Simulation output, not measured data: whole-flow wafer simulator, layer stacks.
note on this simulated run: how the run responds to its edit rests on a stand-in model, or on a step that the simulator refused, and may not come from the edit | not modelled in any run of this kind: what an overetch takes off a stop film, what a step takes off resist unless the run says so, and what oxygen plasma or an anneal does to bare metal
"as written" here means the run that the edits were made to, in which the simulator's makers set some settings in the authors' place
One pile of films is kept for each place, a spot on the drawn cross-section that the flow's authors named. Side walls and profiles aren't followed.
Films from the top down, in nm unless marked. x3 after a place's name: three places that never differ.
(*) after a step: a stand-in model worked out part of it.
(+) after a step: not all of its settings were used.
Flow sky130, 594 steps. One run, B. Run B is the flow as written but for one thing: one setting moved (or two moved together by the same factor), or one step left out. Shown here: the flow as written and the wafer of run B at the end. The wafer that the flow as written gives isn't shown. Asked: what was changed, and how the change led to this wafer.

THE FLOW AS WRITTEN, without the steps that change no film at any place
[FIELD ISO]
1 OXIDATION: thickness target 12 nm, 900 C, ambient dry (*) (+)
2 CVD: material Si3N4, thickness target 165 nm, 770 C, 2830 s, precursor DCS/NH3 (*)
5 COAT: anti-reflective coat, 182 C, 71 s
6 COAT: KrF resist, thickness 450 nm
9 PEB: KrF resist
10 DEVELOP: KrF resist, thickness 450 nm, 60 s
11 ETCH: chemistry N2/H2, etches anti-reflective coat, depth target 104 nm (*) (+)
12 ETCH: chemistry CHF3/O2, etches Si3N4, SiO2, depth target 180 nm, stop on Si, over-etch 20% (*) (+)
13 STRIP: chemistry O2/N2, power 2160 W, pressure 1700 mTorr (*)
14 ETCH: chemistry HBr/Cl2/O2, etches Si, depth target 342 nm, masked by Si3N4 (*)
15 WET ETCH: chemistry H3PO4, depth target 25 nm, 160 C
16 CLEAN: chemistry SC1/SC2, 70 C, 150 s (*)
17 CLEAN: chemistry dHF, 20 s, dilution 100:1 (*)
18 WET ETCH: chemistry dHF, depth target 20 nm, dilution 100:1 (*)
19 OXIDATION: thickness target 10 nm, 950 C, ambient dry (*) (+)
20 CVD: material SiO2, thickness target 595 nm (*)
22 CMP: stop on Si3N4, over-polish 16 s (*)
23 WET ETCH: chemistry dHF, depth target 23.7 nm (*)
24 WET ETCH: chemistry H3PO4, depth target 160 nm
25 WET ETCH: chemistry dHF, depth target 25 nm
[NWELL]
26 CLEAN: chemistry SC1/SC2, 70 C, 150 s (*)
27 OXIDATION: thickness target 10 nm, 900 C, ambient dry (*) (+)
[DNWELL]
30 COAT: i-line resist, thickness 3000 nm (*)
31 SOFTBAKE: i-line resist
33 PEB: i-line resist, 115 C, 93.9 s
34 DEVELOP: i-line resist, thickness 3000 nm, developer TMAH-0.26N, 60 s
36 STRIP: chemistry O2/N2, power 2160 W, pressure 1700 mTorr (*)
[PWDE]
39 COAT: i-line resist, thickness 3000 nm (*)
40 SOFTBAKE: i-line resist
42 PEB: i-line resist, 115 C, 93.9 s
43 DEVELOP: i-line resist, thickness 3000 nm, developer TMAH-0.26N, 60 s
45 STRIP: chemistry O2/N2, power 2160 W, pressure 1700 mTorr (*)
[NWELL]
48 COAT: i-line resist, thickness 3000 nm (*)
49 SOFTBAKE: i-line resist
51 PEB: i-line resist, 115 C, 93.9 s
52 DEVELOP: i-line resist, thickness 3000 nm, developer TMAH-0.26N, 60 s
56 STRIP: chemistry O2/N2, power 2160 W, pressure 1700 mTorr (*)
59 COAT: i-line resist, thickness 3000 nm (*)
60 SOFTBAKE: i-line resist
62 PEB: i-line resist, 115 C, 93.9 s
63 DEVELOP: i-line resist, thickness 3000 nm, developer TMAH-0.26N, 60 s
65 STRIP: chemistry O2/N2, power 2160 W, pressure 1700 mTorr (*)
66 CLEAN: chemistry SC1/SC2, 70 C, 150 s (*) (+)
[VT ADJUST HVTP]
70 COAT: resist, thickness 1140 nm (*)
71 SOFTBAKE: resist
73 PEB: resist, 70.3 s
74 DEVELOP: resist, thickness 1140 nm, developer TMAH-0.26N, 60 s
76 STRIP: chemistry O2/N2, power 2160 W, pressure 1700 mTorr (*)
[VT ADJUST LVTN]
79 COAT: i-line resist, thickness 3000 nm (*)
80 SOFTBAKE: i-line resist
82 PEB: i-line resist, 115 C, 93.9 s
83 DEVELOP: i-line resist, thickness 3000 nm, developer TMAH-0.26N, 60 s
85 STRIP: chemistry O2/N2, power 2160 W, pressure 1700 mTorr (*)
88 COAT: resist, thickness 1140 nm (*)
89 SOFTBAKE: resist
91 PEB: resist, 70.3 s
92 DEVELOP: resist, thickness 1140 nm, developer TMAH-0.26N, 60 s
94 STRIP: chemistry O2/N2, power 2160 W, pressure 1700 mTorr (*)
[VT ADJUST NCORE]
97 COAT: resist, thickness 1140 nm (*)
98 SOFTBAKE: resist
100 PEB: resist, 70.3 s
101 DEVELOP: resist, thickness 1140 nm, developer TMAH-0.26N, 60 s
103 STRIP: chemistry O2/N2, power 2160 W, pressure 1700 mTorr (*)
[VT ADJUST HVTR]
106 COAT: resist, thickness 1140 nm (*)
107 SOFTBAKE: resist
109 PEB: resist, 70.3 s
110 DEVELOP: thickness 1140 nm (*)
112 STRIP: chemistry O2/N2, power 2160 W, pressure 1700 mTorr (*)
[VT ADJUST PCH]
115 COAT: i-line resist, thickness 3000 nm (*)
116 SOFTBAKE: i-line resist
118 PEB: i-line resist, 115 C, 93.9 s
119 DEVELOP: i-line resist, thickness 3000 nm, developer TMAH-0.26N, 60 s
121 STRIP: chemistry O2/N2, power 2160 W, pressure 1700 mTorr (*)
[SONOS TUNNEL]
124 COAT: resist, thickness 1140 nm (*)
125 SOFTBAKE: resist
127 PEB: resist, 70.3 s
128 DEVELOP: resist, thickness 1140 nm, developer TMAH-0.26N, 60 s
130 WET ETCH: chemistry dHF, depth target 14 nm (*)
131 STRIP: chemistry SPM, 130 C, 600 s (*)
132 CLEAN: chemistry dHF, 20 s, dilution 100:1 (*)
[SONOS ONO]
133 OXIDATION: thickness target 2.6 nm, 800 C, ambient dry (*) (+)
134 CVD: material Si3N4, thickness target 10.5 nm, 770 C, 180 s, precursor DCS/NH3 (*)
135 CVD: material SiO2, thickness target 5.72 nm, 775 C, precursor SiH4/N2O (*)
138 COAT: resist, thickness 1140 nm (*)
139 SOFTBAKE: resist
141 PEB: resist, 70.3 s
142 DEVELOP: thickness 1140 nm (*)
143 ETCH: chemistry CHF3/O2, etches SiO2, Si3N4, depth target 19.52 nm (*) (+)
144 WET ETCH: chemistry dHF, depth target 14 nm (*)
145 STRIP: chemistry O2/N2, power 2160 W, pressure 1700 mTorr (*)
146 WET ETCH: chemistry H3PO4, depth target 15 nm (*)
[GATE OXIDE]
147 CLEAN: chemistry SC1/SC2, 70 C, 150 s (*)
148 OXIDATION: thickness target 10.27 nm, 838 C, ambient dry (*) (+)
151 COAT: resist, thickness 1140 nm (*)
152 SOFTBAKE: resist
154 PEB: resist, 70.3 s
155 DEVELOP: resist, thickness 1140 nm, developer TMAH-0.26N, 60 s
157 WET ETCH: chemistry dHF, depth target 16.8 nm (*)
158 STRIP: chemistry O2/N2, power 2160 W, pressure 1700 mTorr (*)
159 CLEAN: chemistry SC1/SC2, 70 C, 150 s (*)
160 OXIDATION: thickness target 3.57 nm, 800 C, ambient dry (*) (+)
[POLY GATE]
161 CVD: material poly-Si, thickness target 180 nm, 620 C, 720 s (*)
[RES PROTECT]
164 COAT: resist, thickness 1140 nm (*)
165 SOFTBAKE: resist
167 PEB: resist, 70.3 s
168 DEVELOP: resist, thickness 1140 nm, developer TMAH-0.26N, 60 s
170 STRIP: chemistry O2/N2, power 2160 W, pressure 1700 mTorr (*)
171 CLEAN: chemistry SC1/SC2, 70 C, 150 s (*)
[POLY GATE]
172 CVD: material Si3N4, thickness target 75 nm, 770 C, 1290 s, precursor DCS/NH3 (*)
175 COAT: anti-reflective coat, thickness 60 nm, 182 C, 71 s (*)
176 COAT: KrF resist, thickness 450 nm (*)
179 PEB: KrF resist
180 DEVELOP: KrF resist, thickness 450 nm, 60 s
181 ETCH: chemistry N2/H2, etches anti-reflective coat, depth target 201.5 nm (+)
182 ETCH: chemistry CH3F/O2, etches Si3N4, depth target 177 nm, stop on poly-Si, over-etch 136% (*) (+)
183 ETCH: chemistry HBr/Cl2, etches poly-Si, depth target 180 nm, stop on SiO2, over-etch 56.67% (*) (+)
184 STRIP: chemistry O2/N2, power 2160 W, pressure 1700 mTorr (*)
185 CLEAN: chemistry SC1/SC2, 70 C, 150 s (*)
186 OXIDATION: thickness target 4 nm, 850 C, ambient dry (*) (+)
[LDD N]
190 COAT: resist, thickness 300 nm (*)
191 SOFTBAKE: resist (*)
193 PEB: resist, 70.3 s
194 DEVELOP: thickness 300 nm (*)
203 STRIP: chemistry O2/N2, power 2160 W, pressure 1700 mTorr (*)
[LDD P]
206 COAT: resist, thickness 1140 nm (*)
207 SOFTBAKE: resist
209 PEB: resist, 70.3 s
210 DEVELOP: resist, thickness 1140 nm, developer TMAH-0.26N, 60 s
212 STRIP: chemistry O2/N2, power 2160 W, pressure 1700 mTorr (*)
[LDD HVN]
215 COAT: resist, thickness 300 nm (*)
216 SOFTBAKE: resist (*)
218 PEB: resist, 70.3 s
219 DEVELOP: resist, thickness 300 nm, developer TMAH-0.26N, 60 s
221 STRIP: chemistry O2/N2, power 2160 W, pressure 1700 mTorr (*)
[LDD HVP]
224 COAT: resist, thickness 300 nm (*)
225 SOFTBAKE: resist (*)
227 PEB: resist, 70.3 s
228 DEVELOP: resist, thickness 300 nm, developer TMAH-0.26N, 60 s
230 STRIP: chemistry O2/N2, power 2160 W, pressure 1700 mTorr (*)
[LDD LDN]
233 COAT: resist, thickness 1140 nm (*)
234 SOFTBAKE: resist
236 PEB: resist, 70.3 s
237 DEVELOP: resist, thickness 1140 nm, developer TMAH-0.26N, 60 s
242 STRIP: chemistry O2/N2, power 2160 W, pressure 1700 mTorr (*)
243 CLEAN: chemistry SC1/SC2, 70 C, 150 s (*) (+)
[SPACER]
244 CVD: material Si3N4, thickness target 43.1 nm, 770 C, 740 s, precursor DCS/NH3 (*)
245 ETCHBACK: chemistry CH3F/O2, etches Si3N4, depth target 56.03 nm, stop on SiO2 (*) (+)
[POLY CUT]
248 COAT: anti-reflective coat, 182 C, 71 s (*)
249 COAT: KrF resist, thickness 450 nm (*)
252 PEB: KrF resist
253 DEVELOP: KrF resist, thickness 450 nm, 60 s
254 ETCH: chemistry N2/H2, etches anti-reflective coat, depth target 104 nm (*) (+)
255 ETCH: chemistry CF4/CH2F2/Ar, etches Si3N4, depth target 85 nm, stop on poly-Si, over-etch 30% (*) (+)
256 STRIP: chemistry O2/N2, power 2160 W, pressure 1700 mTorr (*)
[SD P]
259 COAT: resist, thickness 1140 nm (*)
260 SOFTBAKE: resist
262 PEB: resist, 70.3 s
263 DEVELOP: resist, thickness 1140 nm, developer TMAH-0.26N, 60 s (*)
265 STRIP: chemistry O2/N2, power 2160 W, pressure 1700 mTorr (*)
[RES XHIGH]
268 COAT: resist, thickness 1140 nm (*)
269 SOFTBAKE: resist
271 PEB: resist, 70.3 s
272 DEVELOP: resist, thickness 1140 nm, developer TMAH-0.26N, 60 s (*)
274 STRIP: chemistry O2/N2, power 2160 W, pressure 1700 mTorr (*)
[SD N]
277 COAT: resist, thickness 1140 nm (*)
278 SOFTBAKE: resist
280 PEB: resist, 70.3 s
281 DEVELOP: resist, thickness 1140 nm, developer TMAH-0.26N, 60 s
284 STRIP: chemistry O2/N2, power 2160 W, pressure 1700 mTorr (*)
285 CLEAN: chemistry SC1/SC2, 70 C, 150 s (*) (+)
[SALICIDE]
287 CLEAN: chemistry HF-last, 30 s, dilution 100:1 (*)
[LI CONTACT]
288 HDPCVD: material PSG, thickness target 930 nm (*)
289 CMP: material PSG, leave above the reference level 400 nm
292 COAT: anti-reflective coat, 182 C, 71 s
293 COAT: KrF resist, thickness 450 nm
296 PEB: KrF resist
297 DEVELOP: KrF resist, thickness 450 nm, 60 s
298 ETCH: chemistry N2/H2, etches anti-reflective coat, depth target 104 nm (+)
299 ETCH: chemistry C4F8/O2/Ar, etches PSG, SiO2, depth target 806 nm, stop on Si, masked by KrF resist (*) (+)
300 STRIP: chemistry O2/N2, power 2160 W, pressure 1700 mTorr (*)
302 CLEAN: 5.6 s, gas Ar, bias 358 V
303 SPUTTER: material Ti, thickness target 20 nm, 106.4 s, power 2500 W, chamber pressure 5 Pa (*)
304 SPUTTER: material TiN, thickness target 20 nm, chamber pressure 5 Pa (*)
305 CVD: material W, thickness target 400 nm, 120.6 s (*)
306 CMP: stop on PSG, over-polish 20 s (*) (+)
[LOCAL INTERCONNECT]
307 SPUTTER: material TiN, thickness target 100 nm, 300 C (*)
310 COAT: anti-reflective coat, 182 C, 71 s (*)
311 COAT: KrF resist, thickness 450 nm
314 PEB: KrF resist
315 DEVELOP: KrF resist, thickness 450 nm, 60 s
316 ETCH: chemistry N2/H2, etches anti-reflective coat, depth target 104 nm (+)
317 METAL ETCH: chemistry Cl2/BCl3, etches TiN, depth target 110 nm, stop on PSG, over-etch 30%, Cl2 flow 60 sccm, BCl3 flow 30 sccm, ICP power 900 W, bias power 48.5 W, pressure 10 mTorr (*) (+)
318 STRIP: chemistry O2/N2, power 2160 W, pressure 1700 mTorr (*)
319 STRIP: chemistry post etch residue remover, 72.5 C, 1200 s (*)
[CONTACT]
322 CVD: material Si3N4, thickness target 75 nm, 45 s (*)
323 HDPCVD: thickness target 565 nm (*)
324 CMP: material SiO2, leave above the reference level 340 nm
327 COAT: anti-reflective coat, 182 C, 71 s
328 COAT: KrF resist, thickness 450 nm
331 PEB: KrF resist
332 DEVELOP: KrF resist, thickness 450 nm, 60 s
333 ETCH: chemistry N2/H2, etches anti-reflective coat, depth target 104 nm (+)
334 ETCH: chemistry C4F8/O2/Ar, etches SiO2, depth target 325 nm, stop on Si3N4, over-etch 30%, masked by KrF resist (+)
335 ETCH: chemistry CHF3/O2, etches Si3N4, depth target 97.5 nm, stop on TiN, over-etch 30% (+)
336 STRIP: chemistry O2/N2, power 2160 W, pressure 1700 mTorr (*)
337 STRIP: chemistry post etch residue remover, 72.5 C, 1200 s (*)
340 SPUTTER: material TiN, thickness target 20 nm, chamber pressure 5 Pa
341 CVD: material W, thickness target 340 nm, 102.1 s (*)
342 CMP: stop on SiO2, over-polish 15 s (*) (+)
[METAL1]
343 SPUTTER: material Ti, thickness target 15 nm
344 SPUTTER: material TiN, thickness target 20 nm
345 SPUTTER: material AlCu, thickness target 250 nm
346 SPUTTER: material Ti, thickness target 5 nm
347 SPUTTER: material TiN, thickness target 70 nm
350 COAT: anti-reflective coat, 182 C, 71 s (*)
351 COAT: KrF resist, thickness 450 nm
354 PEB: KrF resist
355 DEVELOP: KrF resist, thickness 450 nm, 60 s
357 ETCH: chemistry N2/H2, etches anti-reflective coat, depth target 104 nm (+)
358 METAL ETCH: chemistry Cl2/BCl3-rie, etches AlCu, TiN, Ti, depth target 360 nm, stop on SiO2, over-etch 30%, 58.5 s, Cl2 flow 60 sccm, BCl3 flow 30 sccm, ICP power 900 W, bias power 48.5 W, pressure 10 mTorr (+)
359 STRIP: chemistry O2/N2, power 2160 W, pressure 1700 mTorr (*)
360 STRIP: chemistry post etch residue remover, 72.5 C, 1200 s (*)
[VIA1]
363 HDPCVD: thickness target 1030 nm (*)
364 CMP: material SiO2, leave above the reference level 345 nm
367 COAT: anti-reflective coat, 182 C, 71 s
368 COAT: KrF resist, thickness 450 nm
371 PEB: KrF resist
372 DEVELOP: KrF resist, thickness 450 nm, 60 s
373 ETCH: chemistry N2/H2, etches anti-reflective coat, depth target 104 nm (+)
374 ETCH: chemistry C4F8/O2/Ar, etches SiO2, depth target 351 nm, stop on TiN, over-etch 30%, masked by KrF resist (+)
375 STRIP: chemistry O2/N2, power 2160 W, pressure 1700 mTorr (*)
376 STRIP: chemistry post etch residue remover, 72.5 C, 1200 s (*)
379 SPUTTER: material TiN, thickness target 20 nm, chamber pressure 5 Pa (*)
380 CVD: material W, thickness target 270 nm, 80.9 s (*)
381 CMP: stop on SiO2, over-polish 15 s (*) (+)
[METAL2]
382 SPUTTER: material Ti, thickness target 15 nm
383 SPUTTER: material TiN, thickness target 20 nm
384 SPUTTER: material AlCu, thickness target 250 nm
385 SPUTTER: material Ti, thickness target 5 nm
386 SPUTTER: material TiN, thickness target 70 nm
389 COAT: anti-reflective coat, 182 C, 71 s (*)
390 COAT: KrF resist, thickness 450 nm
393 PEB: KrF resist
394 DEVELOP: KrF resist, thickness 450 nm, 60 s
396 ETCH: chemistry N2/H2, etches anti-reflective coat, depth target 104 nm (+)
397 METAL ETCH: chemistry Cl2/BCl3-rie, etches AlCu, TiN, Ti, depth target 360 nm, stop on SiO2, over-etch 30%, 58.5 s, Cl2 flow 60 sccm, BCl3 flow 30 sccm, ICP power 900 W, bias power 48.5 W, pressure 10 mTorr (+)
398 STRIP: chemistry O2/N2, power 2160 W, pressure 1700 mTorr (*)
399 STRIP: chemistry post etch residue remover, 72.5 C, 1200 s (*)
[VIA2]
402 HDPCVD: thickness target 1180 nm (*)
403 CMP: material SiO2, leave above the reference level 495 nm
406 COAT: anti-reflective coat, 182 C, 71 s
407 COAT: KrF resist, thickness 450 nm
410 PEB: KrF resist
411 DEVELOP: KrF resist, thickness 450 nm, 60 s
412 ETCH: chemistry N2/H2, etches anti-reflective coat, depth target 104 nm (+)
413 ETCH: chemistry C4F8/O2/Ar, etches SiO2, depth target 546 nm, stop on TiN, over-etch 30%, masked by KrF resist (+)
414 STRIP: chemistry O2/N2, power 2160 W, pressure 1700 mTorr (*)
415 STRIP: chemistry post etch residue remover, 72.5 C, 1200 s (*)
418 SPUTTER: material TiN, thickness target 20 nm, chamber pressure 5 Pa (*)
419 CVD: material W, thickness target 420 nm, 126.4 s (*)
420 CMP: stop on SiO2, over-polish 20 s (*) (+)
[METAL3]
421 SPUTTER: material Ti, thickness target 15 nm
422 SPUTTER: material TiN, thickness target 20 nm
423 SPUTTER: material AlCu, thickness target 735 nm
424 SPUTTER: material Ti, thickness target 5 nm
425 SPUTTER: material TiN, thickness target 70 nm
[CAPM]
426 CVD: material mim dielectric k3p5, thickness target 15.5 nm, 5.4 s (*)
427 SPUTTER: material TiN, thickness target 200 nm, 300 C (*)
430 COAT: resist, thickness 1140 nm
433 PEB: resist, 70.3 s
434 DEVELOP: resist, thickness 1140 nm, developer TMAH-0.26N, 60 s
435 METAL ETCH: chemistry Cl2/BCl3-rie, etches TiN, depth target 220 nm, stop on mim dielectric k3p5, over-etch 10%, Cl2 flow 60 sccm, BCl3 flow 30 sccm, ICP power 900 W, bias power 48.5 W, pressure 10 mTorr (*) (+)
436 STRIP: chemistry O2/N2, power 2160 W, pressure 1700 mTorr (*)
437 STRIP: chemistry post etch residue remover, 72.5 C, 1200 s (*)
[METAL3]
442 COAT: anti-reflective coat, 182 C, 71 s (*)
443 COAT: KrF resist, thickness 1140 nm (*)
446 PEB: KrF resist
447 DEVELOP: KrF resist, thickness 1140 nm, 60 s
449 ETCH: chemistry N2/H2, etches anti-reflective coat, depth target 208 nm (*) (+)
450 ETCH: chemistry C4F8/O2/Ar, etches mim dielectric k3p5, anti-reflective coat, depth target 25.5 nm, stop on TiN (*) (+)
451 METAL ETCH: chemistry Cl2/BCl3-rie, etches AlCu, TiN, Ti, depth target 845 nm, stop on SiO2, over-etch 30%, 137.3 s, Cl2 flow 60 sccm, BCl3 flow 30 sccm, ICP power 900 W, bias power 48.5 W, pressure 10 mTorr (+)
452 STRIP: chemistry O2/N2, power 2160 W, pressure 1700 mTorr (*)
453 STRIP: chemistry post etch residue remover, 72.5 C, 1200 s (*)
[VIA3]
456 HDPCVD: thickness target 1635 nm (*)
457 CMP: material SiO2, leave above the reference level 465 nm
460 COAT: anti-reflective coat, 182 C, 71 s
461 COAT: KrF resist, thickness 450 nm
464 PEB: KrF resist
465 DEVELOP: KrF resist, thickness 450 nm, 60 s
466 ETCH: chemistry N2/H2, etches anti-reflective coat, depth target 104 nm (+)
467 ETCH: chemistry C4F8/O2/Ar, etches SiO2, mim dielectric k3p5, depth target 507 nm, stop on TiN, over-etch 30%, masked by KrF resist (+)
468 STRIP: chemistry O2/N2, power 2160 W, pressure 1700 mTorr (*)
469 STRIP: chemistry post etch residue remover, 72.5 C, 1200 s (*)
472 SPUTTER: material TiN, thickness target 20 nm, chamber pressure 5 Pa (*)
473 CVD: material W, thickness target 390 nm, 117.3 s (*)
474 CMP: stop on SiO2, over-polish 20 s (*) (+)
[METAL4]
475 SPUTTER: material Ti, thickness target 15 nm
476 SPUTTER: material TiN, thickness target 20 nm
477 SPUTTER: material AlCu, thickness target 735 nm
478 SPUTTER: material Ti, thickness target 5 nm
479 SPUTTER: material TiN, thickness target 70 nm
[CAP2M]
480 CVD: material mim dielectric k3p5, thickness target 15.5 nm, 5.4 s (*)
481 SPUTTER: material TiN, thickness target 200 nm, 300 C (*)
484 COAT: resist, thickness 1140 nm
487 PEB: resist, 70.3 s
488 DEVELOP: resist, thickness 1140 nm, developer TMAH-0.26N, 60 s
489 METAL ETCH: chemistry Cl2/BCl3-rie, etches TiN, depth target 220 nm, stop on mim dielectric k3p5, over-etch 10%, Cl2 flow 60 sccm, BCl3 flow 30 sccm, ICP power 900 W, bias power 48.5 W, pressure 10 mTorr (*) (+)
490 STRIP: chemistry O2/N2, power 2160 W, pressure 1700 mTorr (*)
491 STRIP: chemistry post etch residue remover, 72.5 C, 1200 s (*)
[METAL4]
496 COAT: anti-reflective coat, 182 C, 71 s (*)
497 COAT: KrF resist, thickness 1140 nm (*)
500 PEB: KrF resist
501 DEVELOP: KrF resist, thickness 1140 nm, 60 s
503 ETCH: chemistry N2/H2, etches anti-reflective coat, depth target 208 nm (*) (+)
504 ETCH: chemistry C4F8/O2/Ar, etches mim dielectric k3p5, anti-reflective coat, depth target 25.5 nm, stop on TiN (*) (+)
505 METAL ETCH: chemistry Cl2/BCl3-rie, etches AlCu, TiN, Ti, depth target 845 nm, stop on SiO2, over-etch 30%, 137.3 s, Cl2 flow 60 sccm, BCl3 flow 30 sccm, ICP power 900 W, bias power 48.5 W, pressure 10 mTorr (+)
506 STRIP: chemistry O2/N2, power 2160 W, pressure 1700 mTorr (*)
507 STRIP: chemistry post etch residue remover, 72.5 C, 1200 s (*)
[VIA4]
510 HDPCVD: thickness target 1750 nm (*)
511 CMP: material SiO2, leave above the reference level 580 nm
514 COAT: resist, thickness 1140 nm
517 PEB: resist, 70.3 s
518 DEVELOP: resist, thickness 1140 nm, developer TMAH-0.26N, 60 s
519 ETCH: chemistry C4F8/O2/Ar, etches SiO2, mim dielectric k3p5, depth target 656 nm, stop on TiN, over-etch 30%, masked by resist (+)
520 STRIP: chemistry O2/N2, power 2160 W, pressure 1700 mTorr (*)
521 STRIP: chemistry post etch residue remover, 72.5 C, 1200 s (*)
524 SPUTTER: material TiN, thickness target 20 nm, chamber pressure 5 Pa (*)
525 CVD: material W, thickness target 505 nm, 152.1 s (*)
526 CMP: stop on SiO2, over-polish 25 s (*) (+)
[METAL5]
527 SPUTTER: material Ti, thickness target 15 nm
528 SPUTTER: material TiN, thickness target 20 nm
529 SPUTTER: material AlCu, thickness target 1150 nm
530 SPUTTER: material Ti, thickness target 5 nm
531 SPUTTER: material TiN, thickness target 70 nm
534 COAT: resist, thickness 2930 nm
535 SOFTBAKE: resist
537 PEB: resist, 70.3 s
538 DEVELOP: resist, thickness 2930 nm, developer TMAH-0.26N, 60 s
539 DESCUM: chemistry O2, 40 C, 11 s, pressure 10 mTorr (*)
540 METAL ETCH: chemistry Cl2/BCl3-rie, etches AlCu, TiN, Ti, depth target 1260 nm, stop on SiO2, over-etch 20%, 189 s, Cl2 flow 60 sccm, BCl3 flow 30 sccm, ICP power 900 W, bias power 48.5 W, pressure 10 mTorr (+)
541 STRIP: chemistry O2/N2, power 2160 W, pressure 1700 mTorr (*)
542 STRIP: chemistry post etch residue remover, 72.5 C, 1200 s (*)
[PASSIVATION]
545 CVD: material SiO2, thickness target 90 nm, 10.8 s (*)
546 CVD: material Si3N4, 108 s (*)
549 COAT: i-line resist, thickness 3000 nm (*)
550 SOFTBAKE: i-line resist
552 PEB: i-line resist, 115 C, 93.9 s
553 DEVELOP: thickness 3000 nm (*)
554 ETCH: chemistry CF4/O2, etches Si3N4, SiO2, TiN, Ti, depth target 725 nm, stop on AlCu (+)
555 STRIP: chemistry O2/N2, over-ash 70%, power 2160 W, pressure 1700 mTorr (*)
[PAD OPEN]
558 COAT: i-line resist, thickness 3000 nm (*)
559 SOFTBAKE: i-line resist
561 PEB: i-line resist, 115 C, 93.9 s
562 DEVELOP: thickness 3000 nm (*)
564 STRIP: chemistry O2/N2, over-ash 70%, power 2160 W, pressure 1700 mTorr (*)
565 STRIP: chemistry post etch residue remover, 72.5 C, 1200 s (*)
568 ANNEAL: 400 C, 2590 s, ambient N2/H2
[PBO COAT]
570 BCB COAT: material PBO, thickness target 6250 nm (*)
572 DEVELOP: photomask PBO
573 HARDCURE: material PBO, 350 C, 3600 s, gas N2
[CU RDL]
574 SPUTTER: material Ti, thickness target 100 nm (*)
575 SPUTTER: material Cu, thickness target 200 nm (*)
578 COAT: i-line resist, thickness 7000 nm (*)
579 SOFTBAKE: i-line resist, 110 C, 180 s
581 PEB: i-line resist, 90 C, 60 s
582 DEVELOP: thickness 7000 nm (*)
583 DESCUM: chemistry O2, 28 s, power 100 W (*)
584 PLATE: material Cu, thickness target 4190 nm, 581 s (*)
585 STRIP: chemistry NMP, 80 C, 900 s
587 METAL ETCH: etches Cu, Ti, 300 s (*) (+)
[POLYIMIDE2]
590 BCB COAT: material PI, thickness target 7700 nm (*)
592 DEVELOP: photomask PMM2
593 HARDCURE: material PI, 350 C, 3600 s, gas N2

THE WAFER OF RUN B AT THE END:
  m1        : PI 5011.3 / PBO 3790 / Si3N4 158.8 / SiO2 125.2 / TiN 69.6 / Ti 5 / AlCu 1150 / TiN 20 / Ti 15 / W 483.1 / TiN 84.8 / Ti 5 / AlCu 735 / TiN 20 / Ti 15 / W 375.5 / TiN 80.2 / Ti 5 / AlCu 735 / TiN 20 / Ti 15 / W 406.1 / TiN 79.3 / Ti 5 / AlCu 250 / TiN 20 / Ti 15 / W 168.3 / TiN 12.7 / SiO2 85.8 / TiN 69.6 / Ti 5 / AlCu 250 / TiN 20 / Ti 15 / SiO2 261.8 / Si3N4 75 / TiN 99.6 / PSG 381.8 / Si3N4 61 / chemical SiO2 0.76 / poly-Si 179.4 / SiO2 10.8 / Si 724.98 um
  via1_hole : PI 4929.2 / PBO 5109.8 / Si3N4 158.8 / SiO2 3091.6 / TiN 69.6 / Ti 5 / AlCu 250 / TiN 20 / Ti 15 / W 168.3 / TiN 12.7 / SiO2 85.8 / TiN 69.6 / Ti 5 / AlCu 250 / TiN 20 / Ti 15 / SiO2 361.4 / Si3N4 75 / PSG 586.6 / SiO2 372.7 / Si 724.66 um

The cause: step 374, ETCH: depth target 184 nm was run, where the flow has depth target 351 nm.

How the change led to this, step by step:
  374 ETCH: chemistry C4F8/O2/Ar, etches SiO2, depth target 351 nm, stop on TiN, over-etch 30%, masked by KrF resist (+)
      m1, via1_hole: SiO2 -184 (as written it would be: SiO2 -269.8 (all of it))
      field, active, n_well and 186 more: KrF resist -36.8 (as written it would be: KrF resist -70.1)
  375 STRIP: chemistry O2/N2, power 2160 W, pressure 1700 mTorr (*)
      field, active, n_well and 186 more: KrF resist -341 (all of it), anti-reflective coat -80 (all of it) (as written it would be: KrF resist -307.7 (all of it), anti-reflective coat -80 (all of it))
  379 SPUTTER: material TiN, thickness target 20 nm, chamber pressure 5 Pa (*)
      m1: TiN +12.7 (new film) (as written it would be: TiN +11)
      via1_hole: TiN +12.7 (new film) (as written it would be: TiN +10.9)
  380 CVD: material W, thickness target 270 nm, 80.9 s (*)
      m1, via1_hole: W +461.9 (new film) (as written it would be: W +549.9 (new film))
Counting metal films that touch as one body, m1 has 3 bodies (between them, from the top down: SiO2 85.8; SiO2 261.8 / Si3N4 75); the flow as written gives 2 bodies (between them, from the top down: SiO2 261.8 / Si3N4 75).
Counting metal films that touch as one body, via1_hole has 2 bodies (between them, from the top down: SiO2 85.8); the flow as written gives 1 body.
